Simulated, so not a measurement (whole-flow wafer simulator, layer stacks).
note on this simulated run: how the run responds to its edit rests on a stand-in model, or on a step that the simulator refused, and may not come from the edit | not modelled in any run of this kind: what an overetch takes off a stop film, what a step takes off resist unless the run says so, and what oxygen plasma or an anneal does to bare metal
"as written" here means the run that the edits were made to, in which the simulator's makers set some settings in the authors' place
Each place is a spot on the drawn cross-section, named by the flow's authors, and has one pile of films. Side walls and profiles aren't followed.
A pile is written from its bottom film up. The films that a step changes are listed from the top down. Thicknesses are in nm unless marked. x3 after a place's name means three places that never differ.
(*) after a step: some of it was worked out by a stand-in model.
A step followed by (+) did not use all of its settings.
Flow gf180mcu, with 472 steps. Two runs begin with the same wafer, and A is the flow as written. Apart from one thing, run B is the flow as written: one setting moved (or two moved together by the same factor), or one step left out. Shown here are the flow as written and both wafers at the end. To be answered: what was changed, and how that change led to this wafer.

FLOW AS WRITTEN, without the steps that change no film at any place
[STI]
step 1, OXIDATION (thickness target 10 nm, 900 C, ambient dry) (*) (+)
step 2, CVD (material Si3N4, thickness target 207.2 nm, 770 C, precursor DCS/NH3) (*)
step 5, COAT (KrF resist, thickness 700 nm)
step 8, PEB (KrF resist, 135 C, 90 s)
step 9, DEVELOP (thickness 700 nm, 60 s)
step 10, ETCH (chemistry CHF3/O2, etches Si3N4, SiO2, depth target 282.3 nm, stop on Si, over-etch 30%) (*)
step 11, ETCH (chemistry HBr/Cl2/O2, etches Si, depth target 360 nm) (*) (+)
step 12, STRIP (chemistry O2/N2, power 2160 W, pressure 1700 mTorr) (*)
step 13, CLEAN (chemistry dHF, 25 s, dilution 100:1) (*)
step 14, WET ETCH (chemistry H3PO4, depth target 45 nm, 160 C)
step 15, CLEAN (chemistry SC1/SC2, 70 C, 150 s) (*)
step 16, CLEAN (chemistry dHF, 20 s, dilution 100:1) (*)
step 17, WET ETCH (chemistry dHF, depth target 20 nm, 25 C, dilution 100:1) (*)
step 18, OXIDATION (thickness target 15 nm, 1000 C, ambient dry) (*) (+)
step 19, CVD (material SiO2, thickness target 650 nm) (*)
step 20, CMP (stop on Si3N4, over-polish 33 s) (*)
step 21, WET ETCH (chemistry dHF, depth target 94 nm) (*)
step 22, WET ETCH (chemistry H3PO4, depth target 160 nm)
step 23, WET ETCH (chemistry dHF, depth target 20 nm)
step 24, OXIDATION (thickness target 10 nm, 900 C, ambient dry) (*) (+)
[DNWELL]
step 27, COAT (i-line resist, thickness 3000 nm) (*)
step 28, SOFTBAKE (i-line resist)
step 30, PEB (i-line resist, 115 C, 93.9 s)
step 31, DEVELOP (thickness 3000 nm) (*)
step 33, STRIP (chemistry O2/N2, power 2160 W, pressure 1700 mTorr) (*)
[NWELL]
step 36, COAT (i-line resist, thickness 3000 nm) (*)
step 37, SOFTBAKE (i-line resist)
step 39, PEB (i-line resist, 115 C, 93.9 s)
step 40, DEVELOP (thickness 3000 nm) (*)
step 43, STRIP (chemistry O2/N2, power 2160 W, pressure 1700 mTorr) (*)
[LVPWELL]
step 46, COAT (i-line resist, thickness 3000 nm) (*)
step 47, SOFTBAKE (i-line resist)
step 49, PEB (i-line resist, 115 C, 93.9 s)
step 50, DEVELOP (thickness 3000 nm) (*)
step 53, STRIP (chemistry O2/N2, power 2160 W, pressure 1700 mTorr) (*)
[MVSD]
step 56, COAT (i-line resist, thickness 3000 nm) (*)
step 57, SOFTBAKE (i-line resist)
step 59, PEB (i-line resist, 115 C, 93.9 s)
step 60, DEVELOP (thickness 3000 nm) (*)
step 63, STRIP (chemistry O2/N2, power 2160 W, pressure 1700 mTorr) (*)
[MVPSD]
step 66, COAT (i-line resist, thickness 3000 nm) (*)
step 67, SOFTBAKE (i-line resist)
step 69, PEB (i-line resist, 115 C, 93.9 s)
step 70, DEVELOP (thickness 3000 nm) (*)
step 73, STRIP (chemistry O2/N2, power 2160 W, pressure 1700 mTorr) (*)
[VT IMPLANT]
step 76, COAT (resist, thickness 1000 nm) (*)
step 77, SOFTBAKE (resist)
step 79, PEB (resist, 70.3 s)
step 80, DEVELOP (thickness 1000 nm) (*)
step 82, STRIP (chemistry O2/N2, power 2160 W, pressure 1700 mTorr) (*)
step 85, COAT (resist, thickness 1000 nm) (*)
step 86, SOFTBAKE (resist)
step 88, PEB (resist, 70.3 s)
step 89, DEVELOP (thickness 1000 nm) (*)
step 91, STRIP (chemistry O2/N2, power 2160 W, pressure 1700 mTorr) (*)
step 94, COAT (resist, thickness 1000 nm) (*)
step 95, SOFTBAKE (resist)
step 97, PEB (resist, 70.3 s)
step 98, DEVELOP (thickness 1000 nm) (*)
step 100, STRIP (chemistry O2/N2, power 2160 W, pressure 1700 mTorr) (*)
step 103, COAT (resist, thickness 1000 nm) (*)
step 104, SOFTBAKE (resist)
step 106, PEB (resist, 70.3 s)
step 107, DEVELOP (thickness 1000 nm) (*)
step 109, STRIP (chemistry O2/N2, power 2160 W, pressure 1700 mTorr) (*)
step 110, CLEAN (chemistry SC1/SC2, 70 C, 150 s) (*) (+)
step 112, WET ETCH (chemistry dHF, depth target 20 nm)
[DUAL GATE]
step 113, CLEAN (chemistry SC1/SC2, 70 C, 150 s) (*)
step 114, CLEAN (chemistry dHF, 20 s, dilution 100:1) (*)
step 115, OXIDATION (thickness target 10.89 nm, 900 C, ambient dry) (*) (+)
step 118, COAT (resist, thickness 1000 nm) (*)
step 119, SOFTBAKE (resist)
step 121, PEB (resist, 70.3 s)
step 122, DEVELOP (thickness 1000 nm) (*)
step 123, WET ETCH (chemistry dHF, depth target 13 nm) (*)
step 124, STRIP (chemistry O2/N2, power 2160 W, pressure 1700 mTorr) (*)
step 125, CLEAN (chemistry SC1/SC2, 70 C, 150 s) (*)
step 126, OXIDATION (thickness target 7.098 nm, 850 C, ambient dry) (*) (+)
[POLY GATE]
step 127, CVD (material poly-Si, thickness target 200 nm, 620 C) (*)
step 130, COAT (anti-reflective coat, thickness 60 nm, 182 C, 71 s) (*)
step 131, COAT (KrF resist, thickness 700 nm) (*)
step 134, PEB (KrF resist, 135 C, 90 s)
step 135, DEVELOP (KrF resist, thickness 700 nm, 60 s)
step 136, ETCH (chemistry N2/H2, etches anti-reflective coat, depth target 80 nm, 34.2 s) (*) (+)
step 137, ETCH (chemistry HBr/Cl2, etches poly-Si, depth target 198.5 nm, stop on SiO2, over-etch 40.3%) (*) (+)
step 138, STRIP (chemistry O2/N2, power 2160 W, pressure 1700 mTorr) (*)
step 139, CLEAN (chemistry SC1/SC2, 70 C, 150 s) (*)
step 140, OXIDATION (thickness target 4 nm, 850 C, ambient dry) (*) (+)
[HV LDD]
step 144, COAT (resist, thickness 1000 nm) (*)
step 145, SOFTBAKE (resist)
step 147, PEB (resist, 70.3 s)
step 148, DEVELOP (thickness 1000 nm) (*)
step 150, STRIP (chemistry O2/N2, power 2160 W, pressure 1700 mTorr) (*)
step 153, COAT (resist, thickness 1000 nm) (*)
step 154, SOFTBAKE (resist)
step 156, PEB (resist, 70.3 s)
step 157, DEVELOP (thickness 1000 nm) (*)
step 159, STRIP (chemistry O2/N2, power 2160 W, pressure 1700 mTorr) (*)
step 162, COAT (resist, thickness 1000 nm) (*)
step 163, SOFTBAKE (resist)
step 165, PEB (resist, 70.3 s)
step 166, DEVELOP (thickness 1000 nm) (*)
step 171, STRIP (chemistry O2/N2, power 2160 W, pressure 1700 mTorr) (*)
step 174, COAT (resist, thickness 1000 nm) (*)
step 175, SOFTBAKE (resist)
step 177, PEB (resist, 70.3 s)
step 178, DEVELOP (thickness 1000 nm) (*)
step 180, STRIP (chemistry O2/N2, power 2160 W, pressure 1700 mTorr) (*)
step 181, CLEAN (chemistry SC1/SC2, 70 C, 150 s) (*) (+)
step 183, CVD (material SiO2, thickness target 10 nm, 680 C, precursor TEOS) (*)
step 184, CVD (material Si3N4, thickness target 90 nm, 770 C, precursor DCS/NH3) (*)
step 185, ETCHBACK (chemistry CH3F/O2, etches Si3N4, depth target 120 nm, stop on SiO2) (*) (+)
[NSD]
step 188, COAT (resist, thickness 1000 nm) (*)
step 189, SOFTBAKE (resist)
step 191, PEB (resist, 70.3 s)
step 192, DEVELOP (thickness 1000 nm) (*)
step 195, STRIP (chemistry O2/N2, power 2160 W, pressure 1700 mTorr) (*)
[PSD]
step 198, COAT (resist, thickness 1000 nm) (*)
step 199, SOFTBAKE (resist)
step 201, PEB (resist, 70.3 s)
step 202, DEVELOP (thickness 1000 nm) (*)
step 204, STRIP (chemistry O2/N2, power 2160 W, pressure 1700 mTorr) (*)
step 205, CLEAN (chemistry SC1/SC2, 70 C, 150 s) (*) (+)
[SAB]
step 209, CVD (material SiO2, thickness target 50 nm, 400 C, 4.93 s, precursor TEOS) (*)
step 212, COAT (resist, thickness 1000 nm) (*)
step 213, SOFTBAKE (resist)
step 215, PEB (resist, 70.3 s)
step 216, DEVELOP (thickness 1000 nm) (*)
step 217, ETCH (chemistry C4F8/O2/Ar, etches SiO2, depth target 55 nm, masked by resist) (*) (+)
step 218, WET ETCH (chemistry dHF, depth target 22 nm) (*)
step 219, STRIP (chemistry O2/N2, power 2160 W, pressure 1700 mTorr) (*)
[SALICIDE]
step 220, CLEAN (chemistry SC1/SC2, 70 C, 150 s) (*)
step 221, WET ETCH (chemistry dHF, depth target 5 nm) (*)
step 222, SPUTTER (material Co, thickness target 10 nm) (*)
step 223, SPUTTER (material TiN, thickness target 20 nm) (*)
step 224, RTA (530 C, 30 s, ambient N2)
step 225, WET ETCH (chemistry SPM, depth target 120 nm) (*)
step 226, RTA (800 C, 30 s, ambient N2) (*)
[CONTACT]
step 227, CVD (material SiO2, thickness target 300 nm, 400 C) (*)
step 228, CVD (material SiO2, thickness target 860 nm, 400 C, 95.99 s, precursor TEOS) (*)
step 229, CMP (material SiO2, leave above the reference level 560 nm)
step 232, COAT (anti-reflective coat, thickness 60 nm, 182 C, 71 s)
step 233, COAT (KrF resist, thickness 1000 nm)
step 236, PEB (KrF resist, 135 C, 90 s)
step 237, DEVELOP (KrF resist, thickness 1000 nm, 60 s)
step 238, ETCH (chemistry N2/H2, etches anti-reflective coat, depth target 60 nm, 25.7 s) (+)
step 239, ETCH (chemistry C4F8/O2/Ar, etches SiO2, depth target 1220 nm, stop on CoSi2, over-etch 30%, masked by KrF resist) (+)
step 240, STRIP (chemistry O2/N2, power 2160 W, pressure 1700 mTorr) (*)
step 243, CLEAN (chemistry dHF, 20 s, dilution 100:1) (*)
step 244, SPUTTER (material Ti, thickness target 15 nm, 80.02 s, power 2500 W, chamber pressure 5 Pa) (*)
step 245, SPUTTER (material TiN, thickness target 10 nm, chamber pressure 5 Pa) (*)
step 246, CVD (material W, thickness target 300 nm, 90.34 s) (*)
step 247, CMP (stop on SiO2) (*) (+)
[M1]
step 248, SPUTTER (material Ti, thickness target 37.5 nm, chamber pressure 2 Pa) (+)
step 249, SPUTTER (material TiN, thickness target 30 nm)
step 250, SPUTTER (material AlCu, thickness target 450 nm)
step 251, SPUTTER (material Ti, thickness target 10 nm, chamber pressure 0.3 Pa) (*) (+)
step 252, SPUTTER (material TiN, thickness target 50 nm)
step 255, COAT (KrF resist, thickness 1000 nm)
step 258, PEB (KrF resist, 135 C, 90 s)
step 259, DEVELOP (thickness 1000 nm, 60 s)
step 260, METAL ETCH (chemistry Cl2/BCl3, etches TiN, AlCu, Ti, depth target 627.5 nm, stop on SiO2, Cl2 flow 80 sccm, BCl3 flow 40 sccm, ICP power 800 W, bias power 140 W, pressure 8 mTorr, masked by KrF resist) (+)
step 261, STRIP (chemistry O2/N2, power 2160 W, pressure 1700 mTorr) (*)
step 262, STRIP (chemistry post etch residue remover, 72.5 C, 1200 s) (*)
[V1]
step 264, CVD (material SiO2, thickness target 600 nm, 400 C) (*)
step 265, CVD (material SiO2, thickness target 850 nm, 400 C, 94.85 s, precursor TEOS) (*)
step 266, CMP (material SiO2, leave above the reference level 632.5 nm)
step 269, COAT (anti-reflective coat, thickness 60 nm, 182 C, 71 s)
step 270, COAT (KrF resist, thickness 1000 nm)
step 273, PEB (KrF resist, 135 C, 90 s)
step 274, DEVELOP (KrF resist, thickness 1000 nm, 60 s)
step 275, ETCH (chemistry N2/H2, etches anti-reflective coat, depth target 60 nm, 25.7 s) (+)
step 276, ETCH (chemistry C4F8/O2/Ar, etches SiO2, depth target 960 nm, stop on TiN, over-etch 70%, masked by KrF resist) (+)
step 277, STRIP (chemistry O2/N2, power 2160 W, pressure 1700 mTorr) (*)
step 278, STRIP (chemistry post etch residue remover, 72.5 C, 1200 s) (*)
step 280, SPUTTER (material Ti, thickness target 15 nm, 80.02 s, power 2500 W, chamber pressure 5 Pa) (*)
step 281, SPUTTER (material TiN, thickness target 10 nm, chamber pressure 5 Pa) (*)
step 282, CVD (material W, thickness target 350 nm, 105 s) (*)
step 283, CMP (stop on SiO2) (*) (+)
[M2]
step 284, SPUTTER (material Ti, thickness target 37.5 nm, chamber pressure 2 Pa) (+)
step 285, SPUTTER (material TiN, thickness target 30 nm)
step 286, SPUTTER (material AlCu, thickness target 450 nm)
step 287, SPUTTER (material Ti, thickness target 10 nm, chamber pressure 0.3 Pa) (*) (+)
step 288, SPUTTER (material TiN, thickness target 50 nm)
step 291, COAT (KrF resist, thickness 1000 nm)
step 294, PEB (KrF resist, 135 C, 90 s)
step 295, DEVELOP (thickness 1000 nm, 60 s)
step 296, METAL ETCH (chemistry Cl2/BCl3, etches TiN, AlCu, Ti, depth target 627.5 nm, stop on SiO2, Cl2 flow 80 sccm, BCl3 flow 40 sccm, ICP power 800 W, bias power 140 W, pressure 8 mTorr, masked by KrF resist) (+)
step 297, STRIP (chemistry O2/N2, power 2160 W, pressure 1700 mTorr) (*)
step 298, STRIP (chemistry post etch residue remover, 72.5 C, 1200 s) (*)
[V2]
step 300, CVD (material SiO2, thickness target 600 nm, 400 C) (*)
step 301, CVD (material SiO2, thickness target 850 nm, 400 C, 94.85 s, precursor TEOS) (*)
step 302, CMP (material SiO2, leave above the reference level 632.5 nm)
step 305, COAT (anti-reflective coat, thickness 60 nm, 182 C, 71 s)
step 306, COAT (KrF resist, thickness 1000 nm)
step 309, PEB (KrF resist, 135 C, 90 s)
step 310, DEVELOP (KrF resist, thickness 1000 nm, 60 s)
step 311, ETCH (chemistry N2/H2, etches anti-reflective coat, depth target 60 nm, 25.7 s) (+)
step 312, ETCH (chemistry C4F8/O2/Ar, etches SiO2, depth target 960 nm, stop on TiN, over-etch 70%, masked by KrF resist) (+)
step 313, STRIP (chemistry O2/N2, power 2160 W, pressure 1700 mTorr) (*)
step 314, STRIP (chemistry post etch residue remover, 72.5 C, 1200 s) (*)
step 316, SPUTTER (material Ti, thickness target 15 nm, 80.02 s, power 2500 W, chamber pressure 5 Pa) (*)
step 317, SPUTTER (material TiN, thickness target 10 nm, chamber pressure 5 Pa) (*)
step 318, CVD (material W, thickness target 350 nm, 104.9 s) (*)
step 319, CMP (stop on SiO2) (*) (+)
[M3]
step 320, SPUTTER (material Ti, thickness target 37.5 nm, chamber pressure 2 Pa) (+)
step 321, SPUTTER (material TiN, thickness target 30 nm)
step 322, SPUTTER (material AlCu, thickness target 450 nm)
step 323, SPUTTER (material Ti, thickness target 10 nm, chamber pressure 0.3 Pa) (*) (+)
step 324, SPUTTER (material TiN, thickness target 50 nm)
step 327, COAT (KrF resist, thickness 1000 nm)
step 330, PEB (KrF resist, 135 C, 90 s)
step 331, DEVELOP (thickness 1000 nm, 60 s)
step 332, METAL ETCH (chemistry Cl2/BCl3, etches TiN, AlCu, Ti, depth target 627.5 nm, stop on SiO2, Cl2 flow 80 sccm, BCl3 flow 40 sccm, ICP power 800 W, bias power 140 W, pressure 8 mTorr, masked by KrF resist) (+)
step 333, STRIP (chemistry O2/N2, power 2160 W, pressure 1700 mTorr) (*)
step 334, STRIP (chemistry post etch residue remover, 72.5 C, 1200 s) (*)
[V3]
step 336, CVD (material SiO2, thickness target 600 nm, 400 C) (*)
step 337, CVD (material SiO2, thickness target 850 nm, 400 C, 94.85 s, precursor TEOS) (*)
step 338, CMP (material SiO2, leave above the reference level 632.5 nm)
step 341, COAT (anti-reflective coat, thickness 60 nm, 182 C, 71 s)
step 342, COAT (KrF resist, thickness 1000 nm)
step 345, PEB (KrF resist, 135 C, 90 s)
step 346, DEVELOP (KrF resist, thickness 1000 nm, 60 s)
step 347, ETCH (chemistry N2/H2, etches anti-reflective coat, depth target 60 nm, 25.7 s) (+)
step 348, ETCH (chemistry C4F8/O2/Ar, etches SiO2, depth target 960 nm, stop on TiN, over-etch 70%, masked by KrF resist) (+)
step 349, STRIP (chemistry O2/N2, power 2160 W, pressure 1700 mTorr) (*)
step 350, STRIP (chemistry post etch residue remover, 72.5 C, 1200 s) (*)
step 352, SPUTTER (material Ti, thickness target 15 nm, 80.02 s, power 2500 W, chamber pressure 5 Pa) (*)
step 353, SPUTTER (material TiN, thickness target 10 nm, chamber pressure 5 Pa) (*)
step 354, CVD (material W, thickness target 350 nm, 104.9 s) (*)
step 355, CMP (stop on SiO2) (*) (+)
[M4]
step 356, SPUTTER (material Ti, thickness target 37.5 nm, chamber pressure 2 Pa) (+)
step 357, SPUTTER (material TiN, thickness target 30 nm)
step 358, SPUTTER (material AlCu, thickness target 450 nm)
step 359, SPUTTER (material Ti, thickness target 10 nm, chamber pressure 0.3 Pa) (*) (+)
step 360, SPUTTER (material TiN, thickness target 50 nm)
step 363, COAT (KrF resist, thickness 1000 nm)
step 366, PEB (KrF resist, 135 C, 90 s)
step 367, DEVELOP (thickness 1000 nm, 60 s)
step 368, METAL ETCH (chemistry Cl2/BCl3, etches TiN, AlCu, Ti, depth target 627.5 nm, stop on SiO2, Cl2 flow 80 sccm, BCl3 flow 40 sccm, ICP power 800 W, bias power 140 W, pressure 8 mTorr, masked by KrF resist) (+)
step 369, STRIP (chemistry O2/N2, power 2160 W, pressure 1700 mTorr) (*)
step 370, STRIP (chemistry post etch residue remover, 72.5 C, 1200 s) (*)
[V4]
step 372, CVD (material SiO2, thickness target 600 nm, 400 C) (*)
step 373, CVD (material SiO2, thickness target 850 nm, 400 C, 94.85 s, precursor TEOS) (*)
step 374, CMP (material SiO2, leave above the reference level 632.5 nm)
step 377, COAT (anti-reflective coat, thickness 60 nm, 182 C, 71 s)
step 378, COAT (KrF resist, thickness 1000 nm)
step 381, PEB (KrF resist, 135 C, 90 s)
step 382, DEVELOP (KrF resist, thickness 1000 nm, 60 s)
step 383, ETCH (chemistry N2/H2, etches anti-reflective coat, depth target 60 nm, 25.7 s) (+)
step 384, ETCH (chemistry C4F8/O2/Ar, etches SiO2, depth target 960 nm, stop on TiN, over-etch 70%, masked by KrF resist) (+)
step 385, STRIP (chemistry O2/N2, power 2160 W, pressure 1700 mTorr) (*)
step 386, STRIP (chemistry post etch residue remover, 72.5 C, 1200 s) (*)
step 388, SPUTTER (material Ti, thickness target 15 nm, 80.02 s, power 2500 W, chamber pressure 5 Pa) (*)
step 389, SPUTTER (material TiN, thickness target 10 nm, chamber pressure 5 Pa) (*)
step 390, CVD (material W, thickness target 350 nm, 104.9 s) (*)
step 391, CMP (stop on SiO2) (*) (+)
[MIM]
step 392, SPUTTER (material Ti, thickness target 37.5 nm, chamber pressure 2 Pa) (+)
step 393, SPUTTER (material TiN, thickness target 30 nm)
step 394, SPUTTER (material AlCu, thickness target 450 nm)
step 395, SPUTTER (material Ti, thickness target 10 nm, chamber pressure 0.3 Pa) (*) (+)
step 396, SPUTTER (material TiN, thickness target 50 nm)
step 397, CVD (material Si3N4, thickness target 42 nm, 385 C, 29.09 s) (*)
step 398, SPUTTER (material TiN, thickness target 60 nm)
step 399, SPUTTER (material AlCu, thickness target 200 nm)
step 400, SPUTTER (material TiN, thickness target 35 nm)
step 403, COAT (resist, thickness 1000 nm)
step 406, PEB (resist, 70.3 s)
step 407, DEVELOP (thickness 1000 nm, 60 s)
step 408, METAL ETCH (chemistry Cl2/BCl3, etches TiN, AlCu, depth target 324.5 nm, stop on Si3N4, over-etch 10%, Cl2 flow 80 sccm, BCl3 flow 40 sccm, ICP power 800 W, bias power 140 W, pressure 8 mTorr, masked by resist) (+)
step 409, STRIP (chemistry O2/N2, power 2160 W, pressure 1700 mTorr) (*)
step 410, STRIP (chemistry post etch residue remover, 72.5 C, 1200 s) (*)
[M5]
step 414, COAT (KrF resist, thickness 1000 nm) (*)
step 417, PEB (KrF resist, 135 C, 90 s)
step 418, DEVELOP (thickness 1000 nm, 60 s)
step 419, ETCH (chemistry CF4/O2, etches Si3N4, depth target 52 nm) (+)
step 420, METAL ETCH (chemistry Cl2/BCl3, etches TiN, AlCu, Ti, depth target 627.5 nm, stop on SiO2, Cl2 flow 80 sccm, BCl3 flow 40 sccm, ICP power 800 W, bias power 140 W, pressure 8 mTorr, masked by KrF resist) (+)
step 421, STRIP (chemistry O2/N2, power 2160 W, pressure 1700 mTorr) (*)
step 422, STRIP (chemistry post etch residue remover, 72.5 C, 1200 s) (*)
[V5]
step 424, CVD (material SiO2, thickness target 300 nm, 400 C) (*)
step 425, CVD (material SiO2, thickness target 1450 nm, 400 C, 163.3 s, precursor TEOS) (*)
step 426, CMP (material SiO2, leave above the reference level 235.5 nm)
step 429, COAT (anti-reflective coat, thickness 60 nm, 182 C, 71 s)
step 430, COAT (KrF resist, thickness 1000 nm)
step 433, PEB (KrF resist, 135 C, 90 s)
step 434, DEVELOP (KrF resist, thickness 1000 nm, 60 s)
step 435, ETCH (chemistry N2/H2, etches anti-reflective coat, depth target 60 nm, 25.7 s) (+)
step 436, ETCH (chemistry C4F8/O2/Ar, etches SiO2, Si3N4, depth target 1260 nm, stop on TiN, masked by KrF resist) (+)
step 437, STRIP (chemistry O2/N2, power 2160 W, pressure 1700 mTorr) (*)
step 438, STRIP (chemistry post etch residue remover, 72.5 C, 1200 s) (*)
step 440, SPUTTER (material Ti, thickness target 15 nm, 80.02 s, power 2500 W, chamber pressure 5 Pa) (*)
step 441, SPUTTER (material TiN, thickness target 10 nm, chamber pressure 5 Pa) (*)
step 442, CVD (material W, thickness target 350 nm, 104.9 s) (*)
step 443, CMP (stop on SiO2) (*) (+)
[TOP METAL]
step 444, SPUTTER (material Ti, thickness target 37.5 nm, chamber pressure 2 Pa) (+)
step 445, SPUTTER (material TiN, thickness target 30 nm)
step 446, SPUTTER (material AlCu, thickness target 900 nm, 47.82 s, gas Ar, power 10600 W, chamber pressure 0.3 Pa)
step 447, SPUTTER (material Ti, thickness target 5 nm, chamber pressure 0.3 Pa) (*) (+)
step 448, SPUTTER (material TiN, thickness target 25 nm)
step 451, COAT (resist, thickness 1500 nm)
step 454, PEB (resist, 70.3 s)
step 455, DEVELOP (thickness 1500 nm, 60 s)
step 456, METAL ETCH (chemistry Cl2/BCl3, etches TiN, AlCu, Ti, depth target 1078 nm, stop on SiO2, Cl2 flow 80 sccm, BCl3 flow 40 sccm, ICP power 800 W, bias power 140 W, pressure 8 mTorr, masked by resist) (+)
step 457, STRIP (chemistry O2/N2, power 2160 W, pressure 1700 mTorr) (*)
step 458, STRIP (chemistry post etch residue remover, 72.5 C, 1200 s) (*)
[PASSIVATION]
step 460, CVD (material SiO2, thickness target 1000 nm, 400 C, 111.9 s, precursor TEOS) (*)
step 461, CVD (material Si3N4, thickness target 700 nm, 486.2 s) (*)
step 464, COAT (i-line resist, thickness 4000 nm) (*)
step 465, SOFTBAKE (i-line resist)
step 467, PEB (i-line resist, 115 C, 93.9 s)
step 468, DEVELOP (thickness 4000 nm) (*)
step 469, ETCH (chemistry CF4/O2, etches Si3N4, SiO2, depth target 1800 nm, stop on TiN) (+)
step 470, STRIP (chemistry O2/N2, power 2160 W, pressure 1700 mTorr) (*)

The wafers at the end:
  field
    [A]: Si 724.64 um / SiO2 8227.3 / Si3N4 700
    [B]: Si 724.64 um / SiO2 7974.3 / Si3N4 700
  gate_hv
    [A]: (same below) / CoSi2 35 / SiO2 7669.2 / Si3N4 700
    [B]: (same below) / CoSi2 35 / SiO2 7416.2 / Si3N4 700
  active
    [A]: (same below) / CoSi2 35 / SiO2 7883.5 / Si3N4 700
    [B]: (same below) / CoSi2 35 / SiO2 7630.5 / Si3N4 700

Cause: step 374, CMP: leave above the reference level 379.5 nm was run, though the flow has leave above the reference level 632.5 nm.

The path from the change to this, step by step:
  step 374, CMP (material SiO2, leave above the reference level 632.5 nm)
      field, field__w1, field__w2 and 103 more: A -300 SiO2 | B -553 SiO2
      field__w8, contact, m1, m1__w1, m1_nw: A -877.1 SiO2 | B -1130.1 SiO2
  step 384, ETCH (chemistry C4F8/O2/Ar, etches SiO2, depth target 960 nm, stop on TiN, over-etch 70%, masked by KrF resist) (+)
      field, field__w1, field__w2 and 107 more: A -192 KrF resist | B -108.6 KrF resist
      contact: A -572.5 SiO2 (all of it) | B -319.5 SiO2 (all of it)
  step 385, STRIP (chemistry O2/N2, power 2160 W, pressure 1700 mTorr) (*)
      field, field__w1, field__w2 and 107 more: A -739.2 KrF resist (all of it), -60 anti-reflective coat (all of it) | B -822.6 KrF resist (all of it), -60 anti-reflective coat (all of it)
  step 388, SPUTTER (material Ti, thickness target 15 nm, 80.02 s, power 2500 W, chamber pressure 5 Pa) (*)
      contact: A +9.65 Ti (new film) | B +11.3 Ti (new film)
  step 389, SPUTTER (material TiN, thickness target 10 nm, chamber pressure 5 Pa) (*)
      contact: A +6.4 TiN (new film) | B +7.49 TiN (new film)
  step 390, CVD (material W, thickness target 350 nm, 104.9 s) (*)
      contact: A +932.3 W (new film) | B +676.6 W (new film)
